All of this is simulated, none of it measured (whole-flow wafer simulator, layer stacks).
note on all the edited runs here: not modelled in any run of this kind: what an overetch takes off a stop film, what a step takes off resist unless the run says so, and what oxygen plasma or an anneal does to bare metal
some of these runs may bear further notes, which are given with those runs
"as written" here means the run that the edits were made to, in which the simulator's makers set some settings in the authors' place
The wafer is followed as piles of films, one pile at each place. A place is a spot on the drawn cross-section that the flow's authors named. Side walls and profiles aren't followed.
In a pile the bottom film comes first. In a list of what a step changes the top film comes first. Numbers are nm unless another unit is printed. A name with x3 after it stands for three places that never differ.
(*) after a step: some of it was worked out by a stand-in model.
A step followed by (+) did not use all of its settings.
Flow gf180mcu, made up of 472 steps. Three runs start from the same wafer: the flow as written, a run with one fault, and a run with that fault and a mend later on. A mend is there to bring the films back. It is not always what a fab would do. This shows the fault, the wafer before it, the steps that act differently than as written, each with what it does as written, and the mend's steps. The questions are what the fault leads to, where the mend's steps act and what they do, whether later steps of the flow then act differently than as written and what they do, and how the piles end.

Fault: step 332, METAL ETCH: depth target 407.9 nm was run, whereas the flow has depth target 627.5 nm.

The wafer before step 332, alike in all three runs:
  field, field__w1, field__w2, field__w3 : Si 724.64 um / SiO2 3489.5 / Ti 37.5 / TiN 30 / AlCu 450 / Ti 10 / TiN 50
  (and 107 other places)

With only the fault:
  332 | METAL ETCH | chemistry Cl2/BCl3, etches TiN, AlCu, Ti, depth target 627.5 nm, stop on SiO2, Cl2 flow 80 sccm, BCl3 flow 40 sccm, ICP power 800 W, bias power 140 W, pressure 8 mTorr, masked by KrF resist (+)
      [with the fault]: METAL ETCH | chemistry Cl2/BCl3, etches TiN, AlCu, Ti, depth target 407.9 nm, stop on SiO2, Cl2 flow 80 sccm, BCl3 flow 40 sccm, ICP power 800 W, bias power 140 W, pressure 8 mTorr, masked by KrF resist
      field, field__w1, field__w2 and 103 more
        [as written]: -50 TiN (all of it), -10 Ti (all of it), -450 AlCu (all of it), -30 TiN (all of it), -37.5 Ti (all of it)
        [with the fault]: -50 TiN (all of it), -10 Ti (all of it), -347.9 AlCu
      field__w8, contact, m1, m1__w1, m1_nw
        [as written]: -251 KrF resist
        [with the fault]: -163.2 KrF resist
  Steps further on in the flow that do not act as written:
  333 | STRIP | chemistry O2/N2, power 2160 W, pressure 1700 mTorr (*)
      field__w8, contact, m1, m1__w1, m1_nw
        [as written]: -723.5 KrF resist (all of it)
        [with the fault]: -811.4 KrF resist (all of it)
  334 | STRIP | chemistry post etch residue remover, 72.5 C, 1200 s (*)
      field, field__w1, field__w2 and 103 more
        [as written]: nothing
        [with the fault]: -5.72 AlCu
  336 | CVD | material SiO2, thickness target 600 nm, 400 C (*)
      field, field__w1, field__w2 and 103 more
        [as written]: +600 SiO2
        [with the fault]: +600 SiO2 (new film)
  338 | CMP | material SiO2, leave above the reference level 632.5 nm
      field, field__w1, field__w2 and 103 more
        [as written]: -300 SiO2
        [with the fault]: -463.9 SiO2
  The piles end different from the flow's at field, field__w1, field__w2 and 104 more by more than 2% or 0.5 nm, whichever is larger.
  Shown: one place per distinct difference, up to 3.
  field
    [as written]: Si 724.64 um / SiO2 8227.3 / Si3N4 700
    [with the fault]: Si 724.64 um / SiO2 3489.5 / Ti 37.5 / TiN 30 / AlCu 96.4 / SiO2 4573.9 / Si3N4 700
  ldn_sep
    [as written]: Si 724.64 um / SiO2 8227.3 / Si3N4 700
    [with the fault]: Si 724.64 um / SiO2 3489.4 / Ti 37.5 / TiN 30 / AlCu 96.4 / SiO2 4573.9 / Si3N4 700
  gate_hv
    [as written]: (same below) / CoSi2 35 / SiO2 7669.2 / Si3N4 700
    [with the fault]: (same below) / CoSi2 35 / SiO2 2931.3 / Ti 37.5 / TiN 30 / AlCu 96.4 / SiO2 4573.9 / Si3N4 700

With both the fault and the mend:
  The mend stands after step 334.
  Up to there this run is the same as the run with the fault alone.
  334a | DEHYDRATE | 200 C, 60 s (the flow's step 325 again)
      does not change any film at any place that is followed
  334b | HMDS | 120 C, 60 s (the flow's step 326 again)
      does not change any film at any place that is followed
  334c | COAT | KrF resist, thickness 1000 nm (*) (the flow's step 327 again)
      iso_ptap_pw, iso_ntap_nw, iso_nw_fld and 33 more
        +1000 KrF resist (new film)
      field__w5, field__w9, field_sub and 13 more
        +1002.7 KrF resist (new film)
      field_sub__w2, field_sub__w4, ld_drn_n and 9 more
        +1002.6 KrF resist (new film)
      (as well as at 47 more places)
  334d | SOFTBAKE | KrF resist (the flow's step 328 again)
      does not change any film at any place that is followed
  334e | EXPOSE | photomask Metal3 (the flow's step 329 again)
      does not change any film at any place that is followed
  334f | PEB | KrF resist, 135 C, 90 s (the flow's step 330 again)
      field__w1, field__w2, field__w3 and 56 more
        -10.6 KrF resist
      iso_ptap_pw, iso_ntap_nw, iso_nw_fld and 33 more
        -10.5 KrF resist
      gate_hv, sd_p, nw_sep_fld, polyc_n, polyc_n_rim
        -10.7 KrF resist
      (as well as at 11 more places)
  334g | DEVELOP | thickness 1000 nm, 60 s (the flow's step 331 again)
      iso_ptap_pw, iso_ntap_nw, iso_nw_fld and 33 more
        -989.5 KrF resist (all of it)
      field__w2, field__w3, field__w12 and 12 more
        -992.2 KrF resist (all of it)
      field_sub__w2, field_sub__w4, ld_drn_n and 7 more
        -992 KrF resist (all of it)
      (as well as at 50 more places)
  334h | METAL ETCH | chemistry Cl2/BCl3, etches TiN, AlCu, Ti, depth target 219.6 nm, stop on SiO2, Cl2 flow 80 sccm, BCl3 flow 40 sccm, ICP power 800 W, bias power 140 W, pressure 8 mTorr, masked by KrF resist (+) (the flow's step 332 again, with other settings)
      field, field__w1, field__w2 and 103 more
        -96.4 AlCu (all of it), -30 TiN (all of it), -37.5 Ti (all of it)
      field__w8, contact, m1, m1__w1, m1_nw
        -87.8 KrF resist
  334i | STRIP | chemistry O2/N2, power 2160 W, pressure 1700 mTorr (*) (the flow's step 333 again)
      field__w8
        -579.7 KrF resist (all of it)
      contact
        -577.7 KrF resist (all of it)
      m1
        -580.1 KrF resist (all of it)
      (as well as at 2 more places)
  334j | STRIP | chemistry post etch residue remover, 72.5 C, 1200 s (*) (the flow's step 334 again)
      field__w8, contact, m1, m1__w1, m1_nw
        -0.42 TiN
  Every later step of the flow that is run acts as written, at every place that is followed, to within 2% or 0.5 nm, whichever is larger.
  At the end the piles are close to the flow's at the places that both follow, differing by at most 2% or 0.5 nm, whichever is larger.
